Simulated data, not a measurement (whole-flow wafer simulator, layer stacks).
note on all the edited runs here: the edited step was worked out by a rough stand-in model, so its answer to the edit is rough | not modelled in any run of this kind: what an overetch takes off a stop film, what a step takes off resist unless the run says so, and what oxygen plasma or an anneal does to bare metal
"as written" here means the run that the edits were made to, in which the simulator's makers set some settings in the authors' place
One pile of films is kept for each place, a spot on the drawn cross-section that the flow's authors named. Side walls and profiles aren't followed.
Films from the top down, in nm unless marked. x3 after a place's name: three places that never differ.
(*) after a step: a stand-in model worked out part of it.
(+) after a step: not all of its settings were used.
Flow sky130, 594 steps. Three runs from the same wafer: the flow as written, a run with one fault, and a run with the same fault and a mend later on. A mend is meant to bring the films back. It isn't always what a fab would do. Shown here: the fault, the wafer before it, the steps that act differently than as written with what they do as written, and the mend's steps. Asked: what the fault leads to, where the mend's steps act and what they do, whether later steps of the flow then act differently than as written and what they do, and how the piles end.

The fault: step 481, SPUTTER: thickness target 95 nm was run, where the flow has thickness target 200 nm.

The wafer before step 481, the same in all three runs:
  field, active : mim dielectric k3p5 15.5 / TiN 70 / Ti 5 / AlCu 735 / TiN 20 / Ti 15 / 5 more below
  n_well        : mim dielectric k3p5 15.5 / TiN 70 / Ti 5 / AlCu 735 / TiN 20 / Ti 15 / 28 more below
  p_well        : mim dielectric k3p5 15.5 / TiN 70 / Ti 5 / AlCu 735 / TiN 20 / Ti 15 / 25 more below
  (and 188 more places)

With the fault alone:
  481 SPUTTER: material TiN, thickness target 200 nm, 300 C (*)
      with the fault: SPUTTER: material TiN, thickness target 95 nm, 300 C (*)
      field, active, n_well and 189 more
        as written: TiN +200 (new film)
        with the fault: TiN +95 (new film)
  Later steps of the flow that act differently than as written (4 more steps differ only slightly, by at most 2% or 0.5 nm, whichever is larger, and aren't shown):
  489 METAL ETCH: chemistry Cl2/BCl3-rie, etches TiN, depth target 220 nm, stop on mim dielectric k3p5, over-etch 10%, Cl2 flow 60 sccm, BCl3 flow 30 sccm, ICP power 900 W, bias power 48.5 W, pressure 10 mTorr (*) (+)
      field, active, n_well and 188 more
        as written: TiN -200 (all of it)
        with the fault: TiN -95 (all of it)
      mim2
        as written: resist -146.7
        with the fault: resist -69.7
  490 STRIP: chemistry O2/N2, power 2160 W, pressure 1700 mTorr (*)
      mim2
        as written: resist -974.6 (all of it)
        with the fault: resist -1051.6 (all of it)
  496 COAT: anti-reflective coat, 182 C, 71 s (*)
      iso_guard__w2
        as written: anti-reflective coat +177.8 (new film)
        with the fault: anti-reflective coat +113 (new film)
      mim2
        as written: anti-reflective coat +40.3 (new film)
        with the fault: anti-reflective coat +33 (new film)
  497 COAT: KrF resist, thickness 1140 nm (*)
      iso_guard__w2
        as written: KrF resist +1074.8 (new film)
        with the fault: KrF resist +1118.6 (new film)
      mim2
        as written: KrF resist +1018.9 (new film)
        with the fault: KrF resist +1105.6 (new film)
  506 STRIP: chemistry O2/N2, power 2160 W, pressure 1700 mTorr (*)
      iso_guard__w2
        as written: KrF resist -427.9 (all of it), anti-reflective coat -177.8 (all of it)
        with the fault: KrF resist -471.6 (all of it), anti-reflective coat -113 (all of it)
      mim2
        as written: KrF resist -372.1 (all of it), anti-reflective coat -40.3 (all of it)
        with the fault: KrF resist -458.6 (all of it), anti-reflective coat -33 (all of it)
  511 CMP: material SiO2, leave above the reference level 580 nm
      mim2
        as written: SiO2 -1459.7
        with the fault: SiO2 -1354.7
  At the end the piles differ from the flow's by more than 2% or 0.5 nm, whichever is larger, at mim2.
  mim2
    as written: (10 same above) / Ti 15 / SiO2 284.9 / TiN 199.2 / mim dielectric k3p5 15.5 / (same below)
    with the fault: (10 same above) / Ti 15 / SiO2 389.9 / TiN 94.2 / mim dielectric k3p5 15.5 / (same below)

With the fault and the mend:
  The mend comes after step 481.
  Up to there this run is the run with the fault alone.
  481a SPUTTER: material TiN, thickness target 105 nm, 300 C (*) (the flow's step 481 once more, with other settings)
      field, active, n_well and 189 more
        TiN +105
  No later step of the flow acts differently than as written at any place that is followed.
  At the end the piles are the same as the flow's at every place that both follow.
